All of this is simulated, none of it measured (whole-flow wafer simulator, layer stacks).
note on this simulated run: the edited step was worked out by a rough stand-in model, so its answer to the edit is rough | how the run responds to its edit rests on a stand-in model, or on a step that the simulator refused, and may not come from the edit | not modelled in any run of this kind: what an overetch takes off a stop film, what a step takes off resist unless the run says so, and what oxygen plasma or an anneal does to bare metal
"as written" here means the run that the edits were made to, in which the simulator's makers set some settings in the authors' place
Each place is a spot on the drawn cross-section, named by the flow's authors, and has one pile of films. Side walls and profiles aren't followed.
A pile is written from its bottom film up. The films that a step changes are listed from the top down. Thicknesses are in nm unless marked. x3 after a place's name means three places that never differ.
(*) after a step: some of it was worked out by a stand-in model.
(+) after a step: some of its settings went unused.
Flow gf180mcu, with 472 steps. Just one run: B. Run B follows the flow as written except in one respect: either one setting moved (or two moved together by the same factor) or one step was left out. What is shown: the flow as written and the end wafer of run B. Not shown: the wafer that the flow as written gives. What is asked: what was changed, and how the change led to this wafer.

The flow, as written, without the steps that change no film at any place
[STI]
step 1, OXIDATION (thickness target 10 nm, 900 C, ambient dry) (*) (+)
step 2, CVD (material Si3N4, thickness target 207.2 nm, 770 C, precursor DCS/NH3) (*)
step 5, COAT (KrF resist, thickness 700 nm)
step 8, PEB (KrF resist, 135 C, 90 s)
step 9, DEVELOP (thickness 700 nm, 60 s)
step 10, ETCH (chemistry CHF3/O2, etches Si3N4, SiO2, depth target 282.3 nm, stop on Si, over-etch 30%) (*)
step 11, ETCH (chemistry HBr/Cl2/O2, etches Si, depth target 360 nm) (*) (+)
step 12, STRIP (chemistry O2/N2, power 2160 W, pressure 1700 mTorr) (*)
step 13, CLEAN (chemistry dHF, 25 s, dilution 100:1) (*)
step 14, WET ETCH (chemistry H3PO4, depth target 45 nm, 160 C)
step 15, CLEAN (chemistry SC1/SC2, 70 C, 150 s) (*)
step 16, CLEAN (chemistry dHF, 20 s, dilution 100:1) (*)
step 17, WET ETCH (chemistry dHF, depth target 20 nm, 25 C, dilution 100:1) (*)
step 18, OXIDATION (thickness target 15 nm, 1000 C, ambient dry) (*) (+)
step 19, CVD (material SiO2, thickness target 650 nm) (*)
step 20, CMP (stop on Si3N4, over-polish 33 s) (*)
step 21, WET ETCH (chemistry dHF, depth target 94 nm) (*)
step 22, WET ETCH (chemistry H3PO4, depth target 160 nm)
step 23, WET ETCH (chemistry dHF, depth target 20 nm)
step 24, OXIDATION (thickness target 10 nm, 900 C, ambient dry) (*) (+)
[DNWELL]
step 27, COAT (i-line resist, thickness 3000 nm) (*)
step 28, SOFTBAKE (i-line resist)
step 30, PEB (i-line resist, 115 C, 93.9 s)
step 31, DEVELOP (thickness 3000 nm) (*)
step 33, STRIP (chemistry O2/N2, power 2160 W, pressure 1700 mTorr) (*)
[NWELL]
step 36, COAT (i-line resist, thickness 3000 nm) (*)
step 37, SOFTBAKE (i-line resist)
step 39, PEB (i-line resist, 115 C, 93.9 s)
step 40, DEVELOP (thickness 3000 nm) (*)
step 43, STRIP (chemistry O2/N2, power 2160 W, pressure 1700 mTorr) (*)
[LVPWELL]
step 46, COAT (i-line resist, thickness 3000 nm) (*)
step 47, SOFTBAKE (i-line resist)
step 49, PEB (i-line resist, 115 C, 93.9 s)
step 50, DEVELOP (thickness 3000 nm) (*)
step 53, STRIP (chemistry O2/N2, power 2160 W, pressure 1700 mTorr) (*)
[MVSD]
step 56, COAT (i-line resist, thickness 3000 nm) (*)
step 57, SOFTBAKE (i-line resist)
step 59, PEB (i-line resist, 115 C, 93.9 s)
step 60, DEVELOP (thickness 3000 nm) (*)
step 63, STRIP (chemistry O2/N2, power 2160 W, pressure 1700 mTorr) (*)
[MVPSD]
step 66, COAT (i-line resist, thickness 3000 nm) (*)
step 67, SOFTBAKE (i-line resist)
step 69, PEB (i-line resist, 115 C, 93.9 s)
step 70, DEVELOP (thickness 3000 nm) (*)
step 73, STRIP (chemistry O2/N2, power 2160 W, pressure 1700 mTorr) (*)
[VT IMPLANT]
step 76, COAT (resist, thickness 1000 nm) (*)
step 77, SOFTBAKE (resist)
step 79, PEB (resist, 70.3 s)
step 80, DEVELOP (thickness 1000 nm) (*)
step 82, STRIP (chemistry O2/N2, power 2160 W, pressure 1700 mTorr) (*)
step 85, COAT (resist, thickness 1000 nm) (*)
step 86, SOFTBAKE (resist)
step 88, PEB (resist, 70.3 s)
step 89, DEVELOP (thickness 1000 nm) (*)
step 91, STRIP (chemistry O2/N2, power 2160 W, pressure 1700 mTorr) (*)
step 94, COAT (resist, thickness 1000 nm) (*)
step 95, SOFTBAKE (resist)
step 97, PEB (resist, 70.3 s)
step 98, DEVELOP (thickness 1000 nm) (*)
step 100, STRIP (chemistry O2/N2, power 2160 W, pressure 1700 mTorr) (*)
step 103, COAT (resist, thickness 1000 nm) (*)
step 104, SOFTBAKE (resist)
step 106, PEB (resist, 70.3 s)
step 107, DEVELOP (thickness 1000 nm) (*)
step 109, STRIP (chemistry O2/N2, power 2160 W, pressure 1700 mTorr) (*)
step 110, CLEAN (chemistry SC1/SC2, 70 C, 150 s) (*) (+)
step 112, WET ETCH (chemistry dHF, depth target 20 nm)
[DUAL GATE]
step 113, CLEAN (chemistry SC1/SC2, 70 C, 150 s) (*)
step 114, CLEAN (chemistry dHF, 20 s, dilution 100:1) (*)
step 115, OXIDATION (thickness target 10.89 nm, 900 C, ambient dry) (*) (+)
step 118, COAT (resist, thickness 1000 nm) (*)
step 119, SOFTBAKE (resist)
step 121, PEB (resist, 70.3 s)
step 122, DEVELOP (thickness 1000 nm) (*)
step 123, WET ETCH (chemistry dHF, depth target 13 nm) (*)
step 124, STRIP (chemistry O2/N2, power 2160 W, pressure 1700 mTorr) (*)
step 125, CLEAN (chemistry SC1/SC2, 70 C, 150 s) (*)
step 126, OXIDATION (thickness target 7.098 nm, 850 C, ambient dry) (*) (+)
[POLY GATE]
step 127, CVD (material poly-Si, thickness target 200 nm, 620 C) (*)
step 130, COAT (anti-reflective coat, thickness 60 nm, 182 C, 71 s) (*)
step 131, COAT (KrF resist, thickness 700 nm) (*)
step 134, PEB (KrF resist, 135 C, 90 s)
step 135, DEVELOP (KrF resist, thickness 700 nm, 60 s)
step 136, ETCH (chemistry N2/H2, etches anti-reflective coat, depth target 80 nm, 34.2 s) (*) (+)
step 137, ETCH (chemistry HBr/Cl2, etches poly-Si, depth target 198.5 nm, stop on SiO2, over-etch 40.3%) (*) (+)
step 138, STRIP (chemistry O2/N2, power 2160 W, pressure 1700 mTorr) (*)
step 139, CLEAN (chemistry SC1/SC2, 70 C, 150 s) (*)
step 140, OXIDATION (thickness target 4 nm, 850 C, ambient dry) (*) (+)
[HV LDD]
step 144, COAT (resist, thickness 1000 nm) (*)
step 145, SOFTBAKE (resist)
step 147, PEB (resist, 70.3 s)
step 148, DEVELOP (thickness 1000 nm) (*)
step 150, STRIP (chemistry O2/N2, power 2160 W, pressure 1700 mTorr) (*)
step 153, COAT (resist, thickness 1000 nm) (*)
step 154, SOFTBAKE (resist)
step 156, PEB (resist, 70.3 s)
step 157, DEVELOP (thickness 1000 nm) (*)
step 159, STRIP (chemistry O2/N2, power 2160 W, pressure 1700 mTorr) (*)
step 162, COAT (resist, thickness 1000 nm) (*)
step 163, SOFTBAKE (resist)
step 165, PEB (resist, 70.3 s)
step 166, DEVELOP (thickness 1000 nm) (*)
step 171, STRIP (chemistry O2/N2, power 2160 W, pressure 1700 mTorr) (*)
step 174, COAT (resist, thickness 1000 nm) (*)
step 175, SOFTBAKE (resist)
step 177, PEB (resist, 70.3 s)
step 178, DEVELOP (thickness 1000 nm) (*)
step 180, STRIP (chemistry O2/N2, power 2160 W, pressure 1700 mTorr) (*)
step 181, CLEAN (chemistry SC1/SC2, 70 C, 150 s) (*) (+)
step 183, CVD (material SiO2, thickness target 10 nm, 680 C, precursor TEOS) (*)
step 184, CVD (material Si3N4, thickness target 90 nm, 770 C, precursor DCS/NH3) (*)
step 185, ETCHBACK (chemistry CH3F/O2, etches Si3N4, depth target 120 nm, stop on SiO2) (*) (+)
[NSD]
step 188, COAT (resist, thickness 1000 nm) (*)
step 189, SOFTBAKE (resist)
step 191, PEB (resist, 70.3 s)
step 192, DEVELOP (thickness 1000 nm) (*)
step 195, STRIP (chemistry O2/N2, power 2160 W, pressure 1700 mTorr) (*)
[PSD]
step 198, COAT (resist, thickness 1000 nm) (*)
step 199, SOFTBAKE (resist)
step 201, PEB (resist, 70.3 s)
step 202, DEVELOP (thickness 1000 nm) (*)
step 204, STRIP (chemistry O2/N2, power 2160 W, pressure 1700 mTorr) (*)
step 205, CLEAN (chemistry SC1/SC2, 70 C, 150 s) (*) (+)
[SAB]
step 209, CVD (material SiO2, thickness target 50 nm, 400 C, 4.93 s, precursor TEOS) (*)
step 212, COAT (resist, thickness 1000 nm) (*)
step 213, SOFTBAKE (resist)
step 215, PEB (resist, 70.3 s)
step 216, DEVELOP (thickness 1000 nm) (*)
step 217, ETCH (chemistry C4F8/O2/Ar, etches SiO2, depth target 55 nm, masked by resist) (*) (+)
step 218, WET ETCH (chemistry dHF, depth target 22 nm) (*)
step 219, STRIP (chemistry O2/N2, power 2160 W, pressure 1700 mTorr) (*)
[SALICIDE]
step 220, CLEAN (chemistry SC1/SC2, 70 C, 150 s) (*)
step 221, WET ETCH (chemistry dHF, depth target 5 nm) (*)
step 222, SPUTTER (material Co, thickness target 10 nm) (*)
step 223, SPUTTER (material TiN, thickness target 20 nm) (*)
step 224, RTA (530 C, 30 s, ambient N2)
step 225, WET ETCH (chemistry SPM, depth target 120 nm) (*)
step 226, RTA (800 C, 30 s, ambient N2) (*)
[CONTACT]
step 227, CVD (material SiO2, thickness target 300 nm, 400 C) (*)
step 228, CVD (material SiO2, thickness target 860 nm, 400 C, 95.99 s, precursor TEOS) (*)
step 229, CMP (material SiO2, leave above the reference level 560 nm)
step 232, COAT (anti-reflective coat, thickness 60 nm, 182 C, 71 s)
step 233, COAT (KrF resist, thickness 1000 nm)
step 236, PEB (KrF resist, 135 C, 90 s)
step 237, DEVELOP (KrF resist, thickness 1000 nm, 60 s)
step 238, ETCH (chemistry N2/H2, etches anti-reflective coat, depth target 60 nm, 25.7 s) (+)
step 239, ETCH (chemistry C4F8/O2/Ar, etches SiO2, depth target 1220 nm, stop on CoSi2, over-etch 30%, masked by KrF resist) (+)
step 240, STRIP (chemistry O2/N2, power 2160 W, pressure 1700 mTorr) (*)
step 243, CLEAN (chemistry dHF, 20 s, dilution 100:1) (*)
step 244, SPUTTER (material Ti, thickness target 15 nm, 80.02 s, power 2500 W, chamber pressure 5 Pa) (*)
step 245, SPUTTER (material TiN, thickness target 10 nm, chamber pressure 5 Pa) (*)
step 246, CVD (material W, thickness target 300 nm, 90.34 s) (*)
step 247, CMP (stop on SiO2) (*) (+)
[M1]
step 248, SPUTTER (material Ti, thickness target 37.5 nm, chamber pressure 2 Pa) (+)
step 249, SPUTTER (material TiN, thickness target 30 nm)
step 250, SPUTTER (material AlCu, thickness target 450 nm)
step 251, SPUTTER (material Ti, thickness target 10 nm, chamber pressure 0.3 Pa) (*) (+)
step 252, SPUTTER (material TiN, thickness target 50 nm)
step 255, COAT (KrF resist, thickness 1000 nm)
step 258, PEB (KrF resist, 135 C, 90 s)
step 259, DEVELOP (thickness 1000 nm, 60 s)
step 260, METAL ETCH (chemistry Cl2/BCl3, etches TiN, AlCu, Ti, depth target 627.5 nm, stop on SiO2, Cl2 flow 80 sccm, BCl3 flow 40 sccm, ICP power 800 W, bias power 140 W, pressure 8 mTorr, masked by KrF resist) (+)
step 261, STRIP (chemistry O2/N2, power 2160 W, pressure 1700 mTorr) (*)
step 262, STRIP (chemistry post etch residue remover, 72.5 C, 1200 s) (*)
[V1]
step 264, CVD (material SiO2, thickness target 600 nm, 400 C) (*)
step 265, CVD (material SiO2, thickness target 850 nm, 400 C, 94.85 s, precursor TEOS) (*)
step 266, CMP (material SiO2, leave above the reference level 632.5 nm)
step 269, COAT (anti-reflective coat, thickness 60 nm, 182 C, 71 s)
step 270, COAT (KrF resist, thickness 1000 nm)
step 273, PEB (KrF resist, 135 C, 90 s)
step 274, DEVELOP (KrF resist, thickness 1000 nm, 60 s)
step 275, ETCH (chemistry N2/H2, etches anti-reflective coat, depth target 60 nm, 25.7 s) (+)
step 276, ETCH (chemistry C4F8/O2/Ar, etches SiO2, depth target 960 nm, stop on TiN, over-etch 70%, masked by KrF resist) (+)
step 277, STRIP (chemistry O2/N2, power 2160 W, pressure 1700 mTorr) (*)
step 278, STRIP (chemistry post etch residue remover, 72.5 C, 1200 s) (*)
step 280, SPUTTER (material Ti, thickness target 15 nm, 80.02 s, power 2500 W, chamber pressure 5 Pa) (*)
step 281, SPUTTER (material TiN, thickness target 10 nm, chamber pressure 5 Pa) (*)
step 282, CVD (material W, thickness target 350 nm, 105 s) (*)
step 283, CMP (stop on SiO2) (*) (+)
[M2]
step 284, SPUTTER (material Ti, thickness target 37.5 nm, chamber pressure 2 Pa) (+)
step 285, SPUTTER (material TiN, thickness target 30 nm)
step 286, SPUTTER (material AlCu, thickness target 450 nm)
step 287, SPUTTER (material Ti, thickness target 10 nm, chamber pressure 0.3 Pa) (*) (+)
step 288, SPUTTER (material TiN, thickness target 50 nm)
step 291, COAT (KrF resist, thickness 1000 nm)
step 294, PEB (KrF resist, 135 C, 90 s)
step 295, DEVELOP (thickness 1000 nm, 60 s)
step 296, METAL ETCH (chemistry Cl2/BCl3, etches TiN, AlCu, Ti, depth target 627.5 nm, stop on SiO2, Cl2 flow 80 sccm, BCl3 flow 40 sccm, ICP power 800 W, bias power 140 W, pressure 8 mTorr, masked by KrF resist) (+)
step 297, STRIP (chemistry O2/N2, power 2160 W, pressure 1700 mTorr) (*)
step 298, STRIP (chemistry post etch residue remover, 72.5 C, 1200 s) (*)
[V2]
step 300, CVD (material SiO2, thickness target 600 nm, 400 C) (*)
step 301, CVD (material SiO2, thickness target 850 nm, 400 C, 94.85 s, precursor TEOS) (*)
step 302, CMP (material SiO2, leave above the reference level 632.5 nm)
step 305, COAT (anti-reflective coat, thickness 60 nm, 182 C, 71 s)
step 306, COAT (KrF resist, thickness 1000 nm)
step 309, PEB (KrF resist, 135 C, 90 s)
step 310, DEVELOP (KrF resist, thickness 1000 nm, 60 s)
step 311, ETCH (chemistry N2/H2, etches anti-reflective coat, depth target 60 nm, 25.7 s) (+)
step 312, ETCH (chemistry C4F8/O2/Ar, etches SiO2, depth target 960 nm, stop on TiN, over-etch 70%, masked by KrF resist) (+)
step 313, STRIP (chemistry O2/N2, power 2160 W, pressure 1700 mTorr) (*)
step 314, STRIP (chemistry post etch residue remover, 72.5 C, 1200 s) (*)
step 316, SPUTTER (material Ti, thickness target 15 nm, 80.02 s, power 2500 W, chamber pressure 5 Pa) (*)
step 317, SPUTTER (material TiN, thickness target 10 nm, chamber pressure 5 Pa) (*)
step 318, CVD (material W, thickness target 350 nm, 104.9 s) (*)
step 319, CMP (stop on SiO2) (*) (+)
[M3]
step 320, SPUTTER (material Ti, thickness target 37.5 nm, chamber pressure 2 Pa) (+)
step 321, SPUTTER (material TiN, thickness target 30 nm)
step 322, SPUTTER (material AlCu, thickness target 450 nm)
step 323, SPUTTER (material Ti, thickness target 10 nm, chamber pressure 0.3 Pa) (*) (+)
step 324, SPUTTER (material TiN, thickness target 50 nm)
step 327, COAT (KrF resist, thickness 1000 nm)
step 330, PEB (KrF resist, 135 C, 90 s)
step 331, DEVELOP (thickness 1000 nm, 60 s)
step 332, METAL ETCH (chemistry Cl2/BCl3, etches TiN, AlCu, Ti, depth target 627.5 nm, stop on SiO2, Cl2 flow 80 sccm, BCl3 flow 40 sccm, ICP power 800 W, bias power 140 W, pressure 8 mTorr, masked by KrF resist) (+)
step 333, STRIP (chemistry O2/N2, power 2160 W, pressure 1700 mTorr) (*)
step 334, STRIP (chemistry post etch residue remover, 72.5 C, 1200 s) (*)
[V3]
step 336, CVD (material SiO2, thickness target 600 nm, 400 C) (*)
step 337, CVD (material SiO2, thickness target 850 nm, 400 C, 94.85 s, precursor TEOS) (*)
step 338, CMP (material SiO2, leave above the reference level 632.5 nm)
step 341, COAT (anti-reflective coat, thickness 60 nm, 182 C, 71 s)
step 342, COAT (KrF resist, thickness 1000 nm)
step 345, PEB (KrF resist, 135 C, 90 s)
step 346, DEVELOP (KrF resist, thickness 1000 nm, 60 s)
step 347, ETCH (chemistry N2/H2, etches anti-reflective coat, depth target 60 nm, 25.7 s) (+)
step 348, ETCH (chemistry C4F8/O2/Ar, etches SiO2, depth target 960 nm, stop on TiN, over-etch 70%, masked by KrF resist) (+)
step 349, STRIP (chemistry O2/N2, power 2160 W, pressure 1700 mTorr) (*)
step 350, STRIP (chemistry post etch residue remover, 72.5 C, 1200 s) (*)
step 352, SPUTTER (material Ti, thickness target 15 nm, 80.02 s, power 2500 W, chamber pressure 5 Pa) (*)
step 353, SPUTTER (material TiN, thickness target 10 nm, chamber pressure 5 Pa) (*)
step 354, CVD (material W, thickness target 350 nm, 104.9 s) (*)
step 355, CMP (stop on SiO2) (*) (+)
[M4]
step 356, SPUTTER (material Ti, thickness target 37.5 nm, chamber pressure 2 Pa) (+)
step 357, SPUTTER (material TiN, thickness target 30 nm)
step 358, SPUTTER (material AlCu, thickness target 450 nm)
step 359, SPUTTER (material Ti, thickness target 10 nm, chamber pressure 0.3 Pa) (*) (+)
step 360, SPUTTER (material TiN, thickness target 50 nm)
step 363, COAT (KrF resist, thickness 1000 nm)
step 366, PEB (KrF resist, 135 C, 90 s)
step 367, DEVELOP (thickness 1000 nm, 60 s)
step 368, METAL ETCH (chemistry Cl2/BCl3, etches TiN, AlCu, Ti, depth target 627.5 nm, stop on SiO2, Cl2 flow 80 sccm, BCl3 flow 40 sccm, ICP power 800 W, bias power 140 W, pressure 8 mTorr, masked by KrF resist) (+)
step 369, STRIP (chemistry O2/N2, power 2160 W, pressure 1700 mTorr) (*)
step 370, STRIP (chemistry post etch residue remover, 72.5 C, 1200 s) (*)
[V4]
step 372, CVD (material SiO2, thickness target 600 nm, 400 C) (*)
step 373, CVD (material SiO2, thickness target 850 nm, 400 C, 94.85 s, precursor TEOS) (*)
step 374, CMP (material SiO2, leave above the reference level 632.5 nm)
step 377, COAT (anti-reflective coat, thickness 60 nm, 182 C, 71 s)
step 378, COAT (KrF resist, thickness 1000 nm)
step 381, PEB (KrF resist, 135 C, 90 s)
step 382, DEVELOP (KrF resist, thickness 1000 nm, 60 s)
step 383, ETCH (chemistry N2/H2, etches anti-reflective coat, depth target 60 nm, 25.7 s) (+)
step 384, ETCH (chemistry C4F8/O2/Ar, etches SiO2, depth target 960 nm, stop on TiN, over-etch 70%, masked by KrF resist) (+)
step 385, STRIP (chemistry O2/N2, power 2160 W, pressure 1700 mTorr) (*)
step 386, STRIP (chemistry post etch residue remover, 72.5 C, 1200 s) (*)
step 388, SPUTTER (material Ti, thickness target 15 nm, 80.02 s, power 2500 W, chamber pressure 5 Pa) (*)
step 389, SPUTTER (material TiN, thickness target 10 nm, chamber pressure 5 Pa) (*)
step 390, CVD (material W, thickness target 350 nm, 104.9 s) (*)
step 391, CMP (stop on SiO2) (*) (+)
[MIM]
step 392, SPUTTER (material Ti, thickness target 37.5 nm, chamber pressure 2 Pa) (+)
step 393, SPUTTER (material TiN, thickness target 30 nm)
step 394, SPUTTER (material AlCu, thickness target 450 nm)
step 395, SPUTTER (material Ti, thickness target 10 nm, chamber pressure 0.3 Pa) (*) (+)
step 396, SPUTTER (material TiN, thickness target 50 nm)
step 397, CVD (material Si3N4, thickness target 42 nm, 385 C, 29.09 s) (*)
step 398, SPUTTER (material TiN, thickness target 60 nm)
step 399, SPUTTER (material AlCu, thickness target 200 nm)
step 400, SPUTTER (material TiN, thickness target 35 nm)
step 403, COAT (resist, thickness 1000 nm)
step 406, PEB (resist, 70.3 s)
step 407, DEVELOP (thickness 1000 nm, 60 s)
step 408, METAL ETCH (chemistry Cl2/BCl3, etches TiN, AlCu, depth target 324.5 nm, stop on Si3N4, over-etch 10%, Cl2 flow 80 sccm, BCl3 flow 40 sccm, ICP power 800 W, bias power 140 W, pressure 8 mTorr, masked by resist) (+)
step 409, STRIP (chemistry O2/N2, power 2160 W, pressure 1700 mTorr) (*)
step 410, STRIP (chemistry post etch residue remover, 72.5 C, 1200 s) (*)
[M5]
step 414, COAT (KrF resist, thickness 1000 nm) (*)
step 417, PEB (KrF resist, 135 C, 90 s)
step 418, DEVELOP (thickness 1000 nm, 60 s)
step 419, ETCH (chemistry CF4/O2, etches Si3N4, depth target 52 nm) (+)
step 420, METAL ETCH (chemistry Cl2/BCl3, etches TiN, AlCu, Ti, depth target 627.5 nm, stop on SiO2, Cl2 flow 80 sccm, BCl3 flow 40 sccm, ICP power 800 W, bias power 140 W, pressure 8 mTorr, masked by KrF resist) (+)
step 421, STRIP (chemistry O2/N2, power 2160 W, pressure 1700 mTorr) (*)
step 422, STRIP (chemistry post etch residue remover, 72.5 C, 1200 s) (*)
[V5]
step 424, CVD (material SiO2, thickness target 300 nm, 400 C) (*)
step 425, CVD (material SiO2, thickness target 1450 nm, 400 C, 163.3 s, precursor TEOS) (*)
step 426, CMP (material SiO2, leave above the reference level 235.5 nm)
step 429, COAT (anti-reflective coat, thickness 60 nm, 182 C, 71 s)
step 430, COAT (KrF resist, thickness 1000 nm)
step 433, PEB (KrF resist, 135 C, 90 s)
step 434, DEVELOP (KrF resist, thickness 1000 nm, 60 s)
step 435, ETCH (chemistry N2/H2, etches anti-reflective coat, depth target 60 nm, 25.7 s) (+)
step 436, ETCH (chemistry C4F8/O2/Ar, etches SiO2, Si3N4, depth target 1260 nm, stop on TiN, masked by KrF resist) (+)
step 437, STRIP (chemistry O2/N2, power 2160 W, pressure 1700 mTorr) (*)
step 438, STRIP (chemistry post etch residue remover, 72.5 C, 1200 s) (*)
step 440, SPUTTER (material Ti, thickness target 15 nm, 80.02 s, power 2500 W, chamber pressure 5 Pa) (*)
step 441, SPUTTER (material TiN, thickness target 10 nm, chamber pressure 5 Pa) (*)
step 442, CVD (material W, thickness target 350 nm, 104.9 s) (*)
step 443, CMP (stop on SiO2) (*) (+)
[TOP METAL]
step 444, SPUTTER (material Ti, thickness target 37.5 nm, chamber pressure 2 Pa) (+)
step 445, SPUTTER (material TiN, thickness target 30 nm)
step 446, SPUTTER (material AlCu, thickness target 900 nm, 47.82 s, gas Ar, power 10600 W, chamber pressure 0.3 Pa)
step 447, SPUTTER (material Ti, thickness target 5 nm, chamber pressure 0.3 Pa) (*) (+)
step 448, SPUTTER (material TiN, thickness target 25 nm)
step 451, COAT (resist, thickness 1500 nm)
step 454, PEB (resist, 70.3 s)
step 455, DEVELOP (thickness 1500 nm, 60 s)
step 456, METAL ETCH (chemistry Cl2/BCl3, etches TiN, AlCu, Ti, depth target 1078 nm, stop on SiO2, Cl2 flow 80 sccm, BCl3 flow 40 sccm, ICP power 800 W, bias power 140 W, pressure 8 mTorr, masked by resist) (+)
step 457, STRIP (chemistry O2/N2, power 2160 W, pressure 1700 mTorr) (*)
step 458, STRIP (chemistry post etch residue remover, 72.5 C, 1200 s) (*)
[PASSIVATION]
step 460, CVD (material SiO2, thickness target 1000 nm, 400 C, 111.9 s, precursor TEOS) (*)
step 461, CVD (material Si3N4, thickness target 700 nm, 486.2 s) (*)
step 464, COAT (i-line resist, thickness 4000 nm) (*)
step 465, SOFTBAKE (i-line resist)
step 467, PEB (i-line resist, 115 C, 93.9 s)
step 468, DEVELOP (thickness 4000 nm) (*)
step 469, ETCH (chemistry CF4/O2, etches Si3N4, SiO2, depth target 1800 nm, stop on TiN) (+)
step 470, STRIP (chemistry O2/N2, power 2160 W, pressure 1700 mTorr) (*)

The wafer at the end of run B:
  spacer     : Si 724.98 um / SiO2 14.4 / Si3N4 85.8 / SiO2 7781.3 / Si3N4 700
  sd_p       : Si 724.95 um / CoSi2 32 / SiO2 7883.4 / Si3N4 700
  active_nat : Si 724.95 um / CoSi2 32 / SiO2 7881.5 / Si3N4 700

Cause: step 183, CVD: thickness target 7.25 nm was run, while the flow as written has thickness target 10 nm.

How this came from the change, step by step:
  step 183, CVD (material SiO2, thickness target 10 nm, 680 C, precursor TEOS) (*)
      field, field__w1, field__w2 and 99 more: +7.25 SiO2 (in the flow as written it would be: +10 SiO2)
      ld_drift_p: +7.16 SiO2 (in the flow as written it would be: +9.87 SiO2)
      (also at 1 further place)
  step 189, SOFTBAKE (resist)
      field: -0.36 resist (in the flow as written it would be: +3.56 resist)
      active_hv: -0.54 resist (in the flow as written it would be: +2.68 resist)
      (also at 3 further places)
  step 199, SOFTBAKE (resist)
      field: -0.36 resist (in the flow as written it would be: +3.56 resist)
      active_hv: -0.54 resist (in the flow as written it would be: +2.68 resist)
      (also at 3 further places)
  step 218, WET ETCH (chemistry dHF, depth target 22 nm) (*)
      gate, gate_hv, gate_p and 23 more: -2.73 SiO2 (all of it) (in the flow as written it would be: -5.48 SiO2 (all of it))
      active, p_well, sd_n, iso_ptap_pw, iso_ntap_nw, iso_ptap_sub, vpnp_e: -6.26 SiO2 (all of it) (in the flow as written it would be: -9.01 SiO2 (all of it))
      (also at 16 further places)
